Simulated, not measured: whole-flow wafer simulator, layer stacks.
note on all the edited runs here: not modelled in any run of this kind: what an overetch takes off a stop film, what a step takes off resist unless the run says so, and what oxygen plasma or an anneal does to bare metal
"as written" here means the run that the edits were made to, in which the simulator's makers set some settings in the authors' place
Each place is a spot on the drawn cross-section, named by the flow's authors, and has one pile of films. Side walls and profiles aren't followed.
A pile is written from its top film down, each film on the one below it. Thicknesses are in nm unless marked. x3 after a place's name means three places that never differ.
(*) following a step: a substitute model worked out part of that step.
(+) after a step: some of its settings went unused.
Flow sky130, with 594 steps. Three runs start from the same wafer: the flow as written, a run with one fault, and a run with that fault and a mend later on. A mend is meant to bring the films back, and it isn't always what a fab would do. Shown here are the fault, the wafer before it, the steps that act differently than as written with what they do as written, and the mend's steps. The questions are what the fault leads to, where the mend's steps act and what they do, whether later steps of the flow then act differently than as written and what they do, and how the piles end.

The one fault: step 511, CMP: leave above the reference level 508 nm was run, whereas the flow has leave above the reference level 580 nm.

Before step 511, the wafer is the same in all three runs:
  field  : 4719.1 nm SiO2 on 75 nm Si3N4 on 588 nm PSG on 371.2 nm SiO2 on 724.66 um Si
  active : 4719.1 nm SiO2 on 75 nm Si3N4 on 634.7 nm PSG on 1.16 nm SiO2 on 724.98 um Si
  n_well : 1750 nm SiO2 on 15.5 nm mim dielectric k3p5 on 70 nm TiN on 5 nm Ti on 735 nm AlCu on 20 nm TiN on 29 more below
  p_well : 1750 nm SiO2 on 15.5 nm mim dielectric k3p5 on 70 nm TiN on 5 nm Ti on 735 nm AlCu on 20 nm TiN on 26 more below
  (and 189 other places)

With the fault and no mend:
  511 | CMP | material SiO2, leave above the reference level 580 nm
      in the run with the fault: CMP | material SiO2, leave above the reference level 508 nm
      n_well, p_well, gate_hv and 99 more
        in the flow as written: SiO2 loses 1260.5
        in the run with the fault: SiO2 loses 1332.5
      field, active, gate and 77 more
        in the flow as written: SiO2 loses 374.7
        in the run with the fault: SiO2 loses 446.7
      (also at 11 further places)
  Steps further on in the flow that do not act as written (2 other steps are not shown; they differ only slightly, by no more than 2% or 0.5 nm, whichever is larger):
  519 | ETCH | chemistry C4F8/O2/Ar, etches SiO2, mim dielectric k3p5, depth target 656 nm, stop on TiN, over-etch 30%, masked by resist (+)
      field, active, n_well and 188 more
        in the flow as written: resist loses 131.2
        in the run with the fault: resist loses 112.7
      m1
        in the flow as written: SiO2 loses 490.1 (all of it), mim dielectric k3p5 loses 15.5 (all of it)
        in the run with the fault: SiO2 loses 418.1 (all of it), mim dielectric k3p5 loses 15.5 (all of it)
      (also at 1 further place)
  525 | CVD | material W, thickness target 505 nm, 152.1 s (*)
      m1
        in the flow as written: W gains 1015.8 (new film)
        in the run with the fault: W gains 943.3 (new film)
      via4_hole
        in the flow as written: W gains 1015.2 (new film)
        in the run with the fault: W gains 942.7 (new film)
  The piles end different from the flow's at n_well, p_well, gate_hv and 115 more by more than 2% or 0.5 nm, whichever is larger.
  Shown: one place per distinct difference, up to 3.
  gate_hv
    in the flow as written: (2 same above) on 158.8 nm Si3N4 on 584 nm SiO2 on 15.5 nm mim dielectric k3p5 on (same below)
    in the run with the fault: (2 same above) on 158.8 nm Si3N4 on 512 nm SiO2 on 15.5 nm mim dielectric k3p5 on (same below)
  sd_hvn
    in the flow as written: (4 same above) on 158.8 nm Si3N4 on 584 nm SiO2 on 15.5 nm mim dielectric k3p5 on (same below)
    in the run with the fault: (4 same above) on 158.8 nm Si3N4 on 512 nm SiO2 on 15.5 nm mim dielectric k3p5 on (same below)
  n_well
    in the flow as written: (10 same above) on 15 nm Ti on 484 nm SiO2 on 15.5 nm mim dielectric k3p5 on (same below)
    in the run with the fault: (10 same above) on 15 nm Ti on 412 nm SiO2 on 15.5 nm mim dielectric k3p5 on (same below)

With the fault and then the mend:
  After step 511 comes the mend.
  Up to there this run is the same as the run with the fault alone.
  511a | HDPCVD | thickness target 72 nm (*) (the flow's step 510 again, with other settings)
      field, active, n_well and 190 more
        SiO2 gains 72
  Every later step of the flow that is run acts as written at every place that is followed.
  By the end, the piles equal the flow's at every place that both follow.
